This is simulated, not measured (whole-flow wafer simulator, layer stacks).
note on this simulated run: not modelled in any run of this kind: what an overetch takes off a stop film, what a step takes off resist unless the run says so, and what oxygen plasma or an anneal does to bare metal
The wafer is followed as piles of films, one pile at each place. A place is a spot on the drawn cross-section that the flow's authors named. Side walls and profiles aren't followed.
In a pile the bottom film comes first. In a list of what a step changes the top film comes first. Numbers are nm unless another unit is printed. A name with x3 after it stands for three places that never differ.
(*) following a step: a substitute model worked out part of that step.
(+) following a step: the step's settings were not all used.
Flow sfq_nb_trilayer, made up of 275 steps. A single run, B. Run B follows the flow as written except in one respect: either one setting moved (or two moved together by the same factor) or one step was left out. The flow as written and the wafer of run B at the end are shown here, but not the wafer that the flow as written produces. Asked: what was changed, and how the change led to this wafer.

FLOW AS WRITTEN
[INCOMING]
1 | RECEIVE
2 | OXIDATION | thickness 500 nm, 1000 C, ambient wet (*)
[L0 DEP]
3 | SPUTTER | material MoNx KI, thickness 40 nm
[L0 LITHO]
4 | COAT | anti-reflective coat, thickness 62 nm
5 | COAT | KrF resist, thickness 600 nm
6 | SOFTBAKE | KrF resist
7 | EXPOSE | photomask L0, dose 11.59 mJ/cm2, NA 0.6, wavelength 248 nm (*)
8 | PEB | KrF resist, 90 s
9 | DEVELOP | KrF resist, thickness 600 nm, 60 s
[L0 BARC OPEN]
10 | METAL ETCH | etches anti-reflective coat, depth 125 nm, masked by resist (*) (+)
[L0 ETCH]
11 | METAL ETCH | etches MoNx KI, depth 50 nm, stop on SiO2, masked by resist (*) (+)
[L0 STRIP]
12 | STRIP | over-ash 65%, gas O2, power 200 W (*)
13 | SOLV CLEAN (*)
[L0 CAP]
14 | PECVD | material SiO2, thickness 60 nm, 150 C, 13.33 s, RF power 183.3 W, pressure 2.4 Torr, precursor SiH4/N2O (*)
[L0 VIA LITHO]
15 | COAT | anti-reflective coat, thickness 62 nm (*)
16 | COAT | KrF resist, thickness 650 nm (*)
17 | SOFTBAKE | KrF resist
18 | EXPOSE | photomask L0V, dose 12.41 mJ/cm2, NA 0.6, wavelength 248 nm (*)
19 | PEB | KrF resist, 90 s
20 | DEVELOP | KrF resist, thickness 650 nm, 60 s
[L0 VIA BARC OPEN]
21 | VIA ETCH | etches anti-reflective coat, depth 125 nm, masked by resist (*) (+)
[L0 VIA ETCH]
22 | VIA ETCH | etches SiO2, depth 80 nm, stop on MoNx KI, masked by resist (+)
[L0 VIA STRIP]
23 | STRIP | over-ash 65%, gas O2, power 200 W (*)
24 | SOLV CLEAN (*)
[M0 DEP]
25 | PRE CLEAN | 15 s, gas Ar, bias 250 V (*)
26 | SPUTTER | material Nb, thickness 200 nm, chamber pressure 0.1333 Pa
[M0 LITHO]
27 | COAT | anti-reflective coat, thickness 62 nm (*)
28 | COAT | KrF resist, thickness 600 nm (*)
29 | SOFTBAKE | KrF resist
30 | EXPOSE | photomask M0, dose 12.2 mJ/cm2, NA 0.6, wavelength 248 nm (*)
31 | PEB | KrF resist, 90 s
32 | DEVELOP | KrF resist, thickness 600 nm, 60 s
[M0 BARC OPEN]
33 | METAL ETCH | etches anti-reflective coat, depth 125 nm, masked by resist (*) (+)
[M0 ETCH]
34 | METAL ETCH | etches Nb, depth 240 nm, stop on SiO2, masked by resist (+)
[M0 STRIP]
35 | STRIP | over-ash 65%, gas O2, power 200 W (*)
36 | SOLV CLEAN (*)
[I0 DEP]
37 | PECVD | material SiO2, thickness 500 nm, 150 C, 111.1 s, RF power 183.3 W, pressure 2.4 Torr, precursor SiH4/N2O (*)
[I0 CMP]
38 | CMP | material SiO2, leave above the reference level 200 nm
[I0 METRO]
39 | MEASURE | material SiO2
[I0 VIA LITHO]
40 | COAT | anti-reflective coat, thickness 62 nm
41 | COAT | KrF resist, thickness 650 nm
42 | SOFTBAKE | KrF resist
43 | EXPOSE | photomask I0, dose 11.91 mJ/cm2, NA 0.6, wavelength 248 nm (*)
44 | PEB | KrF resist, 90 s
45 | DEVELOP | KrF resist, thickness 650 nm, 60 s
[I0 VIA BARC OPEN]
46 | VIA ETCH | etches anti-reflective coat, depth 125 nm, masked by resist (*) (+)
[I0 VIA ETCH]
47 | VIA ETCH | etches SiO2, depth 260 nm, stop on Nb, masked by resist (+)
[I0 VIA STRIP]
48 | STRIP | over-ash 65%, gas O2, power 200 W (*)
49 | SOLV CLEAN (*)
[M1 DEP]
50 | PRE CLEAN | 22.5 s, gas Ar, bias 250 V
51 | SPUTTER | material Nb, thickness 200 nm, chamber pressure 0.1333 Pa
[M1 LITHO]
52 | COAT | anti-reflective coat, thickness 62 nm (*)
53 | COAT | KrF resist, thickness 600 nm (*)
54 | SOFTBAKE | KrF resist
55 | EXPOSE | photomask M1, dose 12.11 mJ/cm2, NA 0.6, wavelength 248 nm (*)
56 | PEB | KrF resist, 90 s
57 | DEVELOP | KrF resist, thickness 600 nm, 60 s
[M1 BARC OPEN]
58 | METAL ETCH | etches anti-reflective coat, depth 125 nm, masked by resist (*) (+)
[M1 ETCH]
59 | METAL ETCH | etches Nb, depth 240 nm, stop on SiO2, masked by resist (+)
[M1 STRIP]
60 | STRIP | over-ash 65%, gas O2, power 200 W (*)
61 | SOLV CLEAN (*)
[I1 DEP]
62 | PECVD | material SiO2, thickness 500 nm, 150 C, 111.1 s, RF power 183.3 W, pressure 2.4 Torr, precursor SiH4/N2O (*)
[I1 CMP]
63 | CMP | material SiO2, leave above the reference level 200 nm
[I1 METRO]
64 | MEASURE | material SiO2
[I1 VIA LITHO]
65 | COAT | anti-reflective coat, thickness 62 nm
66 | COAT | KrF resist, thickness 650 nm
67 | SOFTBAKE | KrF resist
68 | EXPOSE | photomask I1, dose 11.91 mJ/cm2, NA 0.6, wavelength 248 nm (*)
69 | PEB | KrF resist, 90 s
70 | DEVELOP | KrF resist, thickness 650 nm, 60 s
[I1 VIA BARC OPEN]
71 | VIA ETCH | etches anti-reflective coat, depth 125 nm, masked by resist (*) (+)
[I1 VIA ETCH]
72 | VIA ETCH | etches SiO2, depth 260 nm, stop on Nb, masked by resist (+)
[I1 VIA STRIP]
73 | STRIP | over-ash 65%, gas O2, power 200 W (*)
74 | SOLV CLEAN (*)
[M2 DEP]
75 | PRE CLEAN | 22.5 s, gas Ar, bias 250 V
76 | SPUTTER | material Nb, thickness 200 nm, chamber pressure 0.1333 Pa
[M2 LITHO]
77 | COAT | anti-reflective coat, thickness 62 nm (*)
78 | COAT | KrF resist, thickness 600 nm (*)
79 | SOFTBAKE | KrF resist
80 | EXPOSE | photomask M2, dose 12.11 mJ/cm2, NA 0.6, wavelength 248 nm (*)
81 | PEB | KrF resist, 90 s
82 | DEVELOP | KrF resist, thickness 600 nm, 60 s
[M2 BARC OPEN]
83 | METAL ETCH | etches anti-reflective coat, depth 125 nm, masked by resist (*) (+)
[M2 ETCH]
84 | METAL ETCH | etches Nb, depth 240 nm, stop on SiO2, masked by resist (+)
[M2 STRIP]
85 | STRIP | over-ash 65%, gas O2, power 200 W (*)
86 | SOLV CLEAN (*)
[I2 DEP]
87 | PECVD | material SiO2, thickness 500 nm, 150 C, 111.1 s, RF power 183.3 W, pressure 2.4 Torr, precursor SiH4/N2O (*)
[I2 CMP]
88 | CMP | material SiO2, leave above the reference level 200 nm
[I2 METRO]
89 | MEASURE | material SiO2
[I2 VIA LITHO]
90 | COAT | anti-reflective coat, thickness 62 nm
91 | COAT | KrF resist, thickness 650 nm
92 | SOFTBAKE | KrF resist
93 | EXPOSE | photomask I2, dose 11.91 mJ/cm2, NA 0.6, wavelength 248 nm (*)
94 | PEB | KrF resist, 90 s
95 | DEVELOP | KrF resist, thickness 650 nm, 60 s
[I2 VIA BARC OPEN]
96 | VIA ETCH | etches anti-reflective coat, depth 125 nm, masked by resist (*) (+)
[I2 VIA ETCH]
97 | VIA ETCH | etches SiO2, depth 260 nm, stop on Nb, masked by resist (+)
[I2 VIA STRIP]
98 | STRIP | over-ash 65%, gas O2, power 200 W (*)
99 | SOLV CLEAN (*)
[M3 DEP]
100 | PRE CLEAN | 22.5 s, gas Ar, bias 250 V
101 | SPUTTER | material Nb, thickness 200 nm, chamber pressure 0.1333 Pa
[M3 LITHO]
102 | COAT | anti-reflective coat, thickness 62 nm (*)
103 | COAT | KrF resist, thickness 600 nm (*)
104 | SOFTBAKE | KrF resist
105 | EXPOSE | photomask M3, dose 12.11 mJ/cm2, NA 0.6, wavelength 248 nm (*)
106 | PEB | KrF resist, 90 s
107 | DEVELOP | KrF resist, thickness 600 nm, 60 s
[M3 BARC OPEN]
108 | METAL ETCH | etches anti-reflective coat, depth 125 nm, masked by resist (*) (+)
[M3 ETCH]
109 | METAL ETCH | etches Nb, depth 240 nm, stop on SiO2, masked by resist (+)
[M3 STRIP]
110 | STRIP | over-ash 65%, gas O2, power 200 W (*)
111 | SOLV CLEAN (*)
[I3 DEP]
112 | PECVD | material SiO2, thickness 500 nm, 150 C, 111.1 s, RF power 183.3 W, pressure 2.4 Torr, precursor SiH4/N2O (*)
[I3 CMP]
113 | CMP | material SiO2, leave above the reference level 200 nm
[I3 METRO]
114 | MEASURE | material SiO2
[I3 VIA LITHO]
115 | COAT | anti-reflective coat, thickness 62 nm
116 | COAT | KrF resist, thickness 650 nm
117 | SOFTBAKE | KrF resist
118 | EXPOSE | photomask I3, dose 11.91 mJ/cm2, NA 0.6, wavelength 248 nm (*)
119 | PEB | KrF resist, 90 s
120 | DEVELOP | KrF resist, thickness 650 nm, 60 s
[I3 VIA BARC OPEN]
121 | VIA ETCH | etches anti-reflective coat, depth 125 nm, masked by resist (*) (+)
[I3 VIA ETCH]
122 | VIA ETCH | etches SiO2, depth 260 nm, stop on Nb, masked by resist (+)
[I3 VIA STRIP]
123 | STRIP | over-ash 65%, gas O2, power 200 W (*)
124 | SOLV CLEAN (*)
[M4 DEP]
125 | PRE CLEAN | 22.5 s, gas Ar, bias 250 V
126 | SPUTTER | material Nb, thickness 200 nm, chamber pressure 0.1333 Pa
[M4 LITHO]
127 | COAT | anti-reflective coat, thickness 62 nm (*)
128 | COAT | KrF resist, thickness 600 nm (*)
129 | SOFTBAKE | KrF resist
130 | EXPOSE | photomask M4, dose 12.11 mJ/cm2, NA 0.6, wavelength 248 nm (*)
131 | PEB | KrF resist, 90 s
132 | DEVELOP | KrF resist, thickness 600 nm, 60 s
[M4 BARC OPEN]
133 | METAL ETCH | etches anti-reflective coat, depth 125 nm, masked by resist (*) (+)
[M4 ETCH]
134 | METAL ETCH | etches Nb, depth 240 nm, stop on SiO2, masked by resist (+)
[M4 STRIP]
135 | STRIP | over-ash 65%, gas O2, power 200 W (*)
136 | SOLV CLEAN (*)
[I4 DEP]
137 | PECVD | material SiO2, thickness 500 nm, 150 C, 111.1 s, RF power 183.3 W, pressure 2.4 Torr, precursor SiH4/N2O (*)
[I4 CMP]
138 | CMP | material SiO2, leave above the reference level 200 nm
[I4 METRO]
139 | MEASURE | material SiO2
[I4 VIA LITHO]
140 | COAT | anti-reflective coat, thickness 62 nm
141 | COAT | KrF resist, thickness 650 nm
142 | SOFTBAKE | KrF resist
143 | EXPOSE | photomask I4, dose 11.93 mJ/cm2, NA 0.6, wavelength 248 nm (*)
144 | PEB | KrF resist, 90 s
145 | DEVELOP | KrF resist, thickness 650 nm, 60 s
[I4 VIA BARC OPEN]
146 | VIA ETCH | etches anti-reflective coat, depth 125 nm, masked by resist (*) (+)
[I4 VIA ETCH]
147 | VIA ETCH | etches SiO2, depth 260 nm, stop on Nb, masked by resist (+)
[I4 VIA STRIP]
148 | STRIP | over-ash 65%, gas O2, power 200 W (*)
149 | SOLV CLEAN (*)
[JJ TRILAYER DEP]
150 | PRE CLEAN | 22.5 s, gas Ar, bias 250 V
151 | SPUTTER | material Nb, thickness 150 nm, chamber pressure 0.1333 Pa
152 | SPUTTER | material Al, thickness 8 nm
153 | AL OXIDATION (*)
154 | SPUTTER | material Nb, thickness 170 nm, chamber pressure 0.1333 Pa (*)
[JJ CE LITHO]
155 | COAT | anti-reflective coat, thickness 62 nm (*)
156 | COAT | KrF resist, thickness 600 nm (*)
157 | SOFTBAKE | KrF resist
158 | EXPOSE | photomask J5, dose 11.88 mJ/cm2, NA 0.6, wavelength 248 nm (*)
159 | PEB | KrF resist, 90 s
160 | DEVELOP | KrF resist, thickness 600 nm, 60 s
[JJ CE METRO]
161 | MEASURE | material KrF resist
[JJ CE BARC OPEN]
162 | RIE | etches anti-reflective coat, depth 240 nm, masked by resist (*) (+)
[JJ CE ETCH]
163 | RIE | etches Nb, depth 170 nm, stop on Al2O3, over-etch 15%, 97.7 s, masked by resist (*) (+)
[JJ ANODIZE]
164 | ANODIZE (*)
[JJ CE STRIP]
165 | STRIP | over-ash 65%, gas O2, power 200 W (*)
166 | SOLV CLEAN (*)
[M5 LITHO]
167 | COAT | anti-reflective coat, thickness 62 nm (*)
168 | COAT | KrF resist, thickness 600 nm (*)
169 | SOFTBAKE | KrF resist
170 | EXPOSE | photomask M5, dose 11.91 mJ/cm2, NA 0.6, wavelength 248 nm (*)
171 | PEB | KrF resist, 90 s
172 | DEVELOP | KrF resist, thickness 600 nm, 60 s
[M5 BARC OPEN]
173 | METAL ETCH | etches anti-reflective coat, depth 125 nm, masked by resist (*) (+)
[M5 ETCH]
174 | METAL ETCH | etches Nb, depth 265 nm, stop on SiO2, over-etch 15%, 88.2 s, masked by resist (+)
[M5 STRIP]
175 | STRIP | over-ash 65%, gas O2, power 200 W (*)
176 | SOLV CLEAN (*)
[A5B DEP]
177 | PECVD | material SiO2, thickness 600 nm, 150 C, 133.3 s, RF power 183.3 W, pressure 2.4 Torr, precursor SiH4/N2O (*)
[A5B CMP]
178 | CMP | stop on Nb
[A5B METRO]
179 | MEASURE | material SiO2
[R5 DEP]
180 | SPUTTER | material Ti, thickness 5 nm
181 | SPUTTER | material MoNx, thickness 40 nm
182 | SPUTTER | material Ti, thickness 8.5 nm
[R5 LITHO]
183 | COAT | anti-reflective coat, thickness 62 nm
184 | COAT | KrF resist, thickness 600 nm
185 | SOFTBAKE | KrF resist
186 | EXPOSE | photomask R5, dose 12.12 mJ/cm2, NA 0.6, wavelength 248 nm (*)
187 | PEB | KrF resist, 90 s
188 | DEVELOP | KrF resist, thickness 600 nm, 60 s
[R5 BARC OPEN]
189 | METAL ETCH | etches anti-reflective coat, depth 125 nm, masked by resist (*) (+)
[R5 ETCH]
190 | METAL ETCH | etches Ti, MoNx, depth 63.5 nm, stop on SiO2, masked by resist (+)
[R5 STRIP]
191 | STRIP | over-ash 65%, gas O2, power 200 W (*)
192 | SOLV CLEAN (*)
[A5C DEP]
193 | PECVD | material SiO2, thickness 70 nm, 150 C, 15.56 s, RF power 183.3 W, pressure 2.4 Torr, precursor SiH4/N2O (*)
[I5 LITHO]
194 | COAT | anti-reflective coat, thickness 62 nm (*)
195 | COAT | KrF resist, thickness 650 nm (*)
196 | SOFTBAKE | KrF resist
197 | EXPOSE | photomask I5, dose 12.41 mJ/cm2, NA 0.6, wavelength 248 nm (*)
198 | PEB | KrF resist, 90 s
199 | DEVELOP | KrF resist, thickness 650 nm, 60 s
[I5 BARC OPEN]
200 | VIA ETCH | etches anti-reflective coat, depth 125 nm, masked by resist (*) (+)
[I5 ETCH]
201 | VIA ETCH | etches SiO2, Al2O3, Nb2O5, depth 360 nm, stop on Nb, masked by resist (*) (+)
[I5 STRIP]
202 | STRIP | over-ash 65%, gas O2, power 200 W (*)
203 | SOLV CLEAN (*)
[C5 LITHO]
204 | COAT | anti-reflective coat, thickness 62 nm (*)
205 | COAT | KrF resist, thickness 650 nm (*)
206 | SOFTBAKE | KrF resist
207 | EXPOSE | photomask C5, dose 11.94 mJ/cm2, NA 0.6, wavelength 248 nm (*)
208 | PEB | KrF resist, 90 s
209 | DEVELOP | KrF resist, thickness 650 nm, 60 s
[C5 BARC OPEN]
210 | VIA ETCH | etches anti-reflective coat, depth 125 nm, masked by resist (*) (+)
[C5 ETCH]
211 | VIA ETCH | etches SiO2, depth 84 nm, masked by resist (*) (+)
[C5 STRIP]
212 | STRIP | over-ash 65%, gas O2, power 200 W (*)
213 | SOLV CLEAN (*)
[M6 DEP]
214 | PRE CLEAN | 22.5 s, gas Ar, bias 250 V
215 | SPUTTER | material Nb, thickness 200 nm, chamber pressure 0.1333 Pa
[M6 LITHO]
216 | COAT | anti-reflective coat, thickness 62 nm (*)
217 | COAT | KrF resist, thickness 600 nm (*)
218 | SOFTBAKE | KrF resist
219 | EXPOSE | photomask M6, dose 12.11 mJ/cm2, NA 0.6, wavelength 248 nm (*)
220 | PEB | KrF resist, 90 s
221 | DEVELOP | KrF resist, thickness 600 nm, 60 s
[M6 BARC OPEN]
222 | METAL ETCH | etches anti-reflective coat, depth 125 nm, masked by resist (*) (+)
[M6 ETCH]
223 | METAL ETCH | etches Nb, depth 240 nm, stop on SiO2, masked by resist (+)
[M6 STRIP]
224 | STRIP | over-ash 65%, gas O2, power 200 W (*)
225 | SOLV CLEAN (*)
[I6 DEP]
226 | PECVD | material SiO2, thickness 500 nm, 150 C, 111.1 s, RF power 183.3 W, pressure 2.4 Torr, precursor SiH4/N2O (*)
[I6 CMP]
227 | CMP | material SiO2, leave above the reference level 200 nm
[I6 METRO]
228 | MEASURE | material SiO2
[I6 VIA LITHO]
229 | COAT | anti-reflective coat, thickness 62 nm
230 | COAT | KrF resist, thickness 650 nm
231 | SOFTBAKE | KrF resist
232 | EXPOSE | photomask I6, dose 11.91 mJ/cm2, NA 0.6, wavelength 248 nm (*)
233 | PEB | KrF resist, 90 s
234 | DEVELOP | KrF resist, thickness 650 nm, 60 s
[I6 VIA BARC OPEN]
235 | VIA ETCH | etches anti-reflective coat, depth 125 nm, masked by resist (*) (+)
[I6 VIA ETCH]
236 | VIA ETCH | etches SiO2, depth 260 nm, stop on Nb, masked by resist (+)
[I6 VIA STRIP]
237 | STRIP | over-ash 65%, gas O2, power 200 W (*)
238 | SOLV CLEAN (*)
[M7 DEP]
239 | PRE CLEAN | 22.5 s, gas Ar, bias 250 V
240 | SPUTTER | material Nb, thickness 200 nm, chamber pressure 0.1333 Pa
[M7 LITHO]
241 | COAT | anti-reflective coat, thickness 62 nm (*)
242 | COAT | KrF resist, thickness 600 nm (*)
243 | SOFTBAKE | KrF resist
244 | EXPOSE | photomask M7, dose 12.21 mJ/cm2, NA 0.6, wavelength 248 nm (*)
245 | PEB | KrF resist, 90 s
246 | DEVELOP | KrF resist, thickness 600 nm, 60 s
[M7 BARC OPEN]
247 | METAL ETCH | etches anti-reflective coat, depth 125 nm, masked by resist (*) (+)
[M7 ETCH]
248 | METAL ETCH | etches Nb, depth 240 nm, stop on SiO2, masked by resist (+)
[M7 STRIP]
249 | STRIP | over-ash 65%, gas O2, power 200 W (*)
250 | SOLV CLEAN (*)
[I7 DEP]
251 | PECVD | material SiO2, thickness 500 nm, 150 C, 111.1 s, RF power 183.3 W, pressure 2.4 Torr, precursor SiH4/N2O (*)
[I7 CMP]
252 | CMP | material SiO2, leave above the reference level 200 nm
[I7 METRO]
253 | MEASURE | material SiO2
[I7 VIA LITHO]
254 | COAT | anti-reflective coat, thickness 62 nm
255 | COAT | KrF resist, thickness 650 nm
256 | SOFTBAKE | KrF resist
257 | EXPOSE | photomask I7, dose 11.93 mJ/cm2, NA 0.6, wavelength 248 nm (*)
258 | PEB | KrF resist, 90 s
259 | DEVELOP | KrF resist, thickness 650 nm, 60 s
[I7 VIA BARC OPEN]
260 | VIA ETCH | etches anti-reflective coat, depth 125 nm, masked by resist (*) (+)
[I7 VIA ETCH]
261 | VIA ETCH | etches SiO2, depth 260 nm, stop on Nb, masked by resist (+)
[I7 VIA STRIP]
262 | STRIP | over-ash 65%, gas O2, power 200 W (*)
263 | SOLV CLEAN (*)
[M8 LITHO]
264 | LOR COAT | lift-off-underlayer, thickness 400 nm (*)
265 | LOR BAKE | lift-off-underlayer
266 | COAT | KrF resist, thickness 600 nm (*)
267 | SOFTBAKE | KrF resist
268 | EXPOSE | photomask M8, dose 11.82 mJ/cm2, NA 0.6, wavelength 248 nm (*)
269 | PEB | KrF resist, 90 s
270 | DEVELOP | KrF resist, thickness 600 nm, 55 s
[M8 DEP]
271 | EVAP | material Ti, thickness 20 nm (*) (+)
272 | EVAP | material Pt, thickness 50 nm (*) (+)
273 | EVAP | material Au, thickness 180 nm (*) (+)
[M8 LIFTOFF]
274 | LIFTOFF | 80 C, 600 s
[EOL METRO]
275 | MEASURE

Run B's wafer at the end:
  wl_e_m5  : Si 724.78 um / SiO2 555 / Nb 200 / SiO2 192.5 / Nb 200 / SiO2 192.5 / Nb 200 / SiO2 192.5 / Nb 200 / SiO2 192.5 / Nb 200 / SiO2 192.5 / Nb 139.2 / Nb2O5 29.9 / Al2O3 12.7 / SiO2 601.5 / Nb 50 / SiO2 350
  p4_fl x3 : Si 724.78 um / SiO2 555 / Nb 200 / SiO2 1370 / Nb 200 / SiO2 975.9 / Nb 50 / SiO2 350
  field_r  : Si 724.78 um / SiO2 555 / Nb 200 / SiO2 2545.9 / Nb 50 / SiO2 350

The reason: step 248, METAL ETCH: depth 150 nm was run, whereas the flow has depth 240 nm.

Step by step, how the change led to this:
  248 | METAL ETCH | etches Nb, depth 240 nm, stop on SiO2, masked by resist (+)
      field_l, field_r, lsp_l and 62 more: -150 Nb (in the flow as written it would be: -200 Nb (all of it))
      v_sur, via_wl, via_w and 38 more: -88.2 KrF resist (in the flow as written it would be: -141.2 KrF resist)
  249 | STRIP | over-ash 65%, gas O2, power 200 W (*)
      wl_j_sl, wl_jj, wl_j_sr and 14 more: -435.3 KrF resist (all of it), -62 anti-reflective coat (all of it) (in the flow as written it would be: -382.4 KrF resist (all of it), -62 anti-reflective coat (all of it))
      lsp_m, ln_m6, lsp_r: -434.9 KrF resist (all of it), -61.8 anti-reflective coat (all of it) (in the flow as written it would be: -381.9 KrF resist (all of it), -61.8 anti-reflective coat (all of it))
      (and at 21 other places as well)
  251 | PECVD | material SiO2, thickness 500 nm, 150 C, 111.1 s, RF power 183.3 W, pressure 2.4 Torr, precursor SiH4/N2O (*)
      field_l, p4_fl x3, p4_w1 x9 and 46 more: +500 SiO2 (new film) (in the flow as written it would be: +500 SiO2)
      field_r, lsp_l: +483.2 SiO2 (new film) (in the flow as written it would be: +477.7 SiO2)
      (and at 4 other places as well)
  252 | CMP | material SiO2, leave above the reference level 200 nm
      field_l, p4_fl x3, p4_w1 x9 and 46 more: -150 SiO2 (in the flow as written it would be: -100 SiO2)
      field_r, lsp_l: -133.2 SiO2 (in the flow as written it would be: -77.7 SiO2)
      (and at 2 other places as well)
With metal films that touch counted as one body, wl_e_m5 has 7 bodies (between them, from the top down: SiO2 601.5 / Al2O3 12.7 / Nb2O5 29.9; SiO2 192.5; SiO2 192.5; SiO2 192.5; SiO2 192.5; SiO2 192.5); the flow as written gives 6 bodies (between them, from the top down: SiO2 192.5; SiO2 192.5; SiO2 192.5; SiO2 192.5; SiO2 192.5).
With metal films that touch counted as one body, p4_fl x3 has 3 bodies (between them, from the top down: SiO2 975.9; SiO2 1370); the flow as written gives 2 bodies (between them, from the top down: SiO2 1370).
With metal films that touch counted as one body, field_r has 2 bodies (between them, from the top down: SiO2 2545.9); the flow as written gives 1 body.
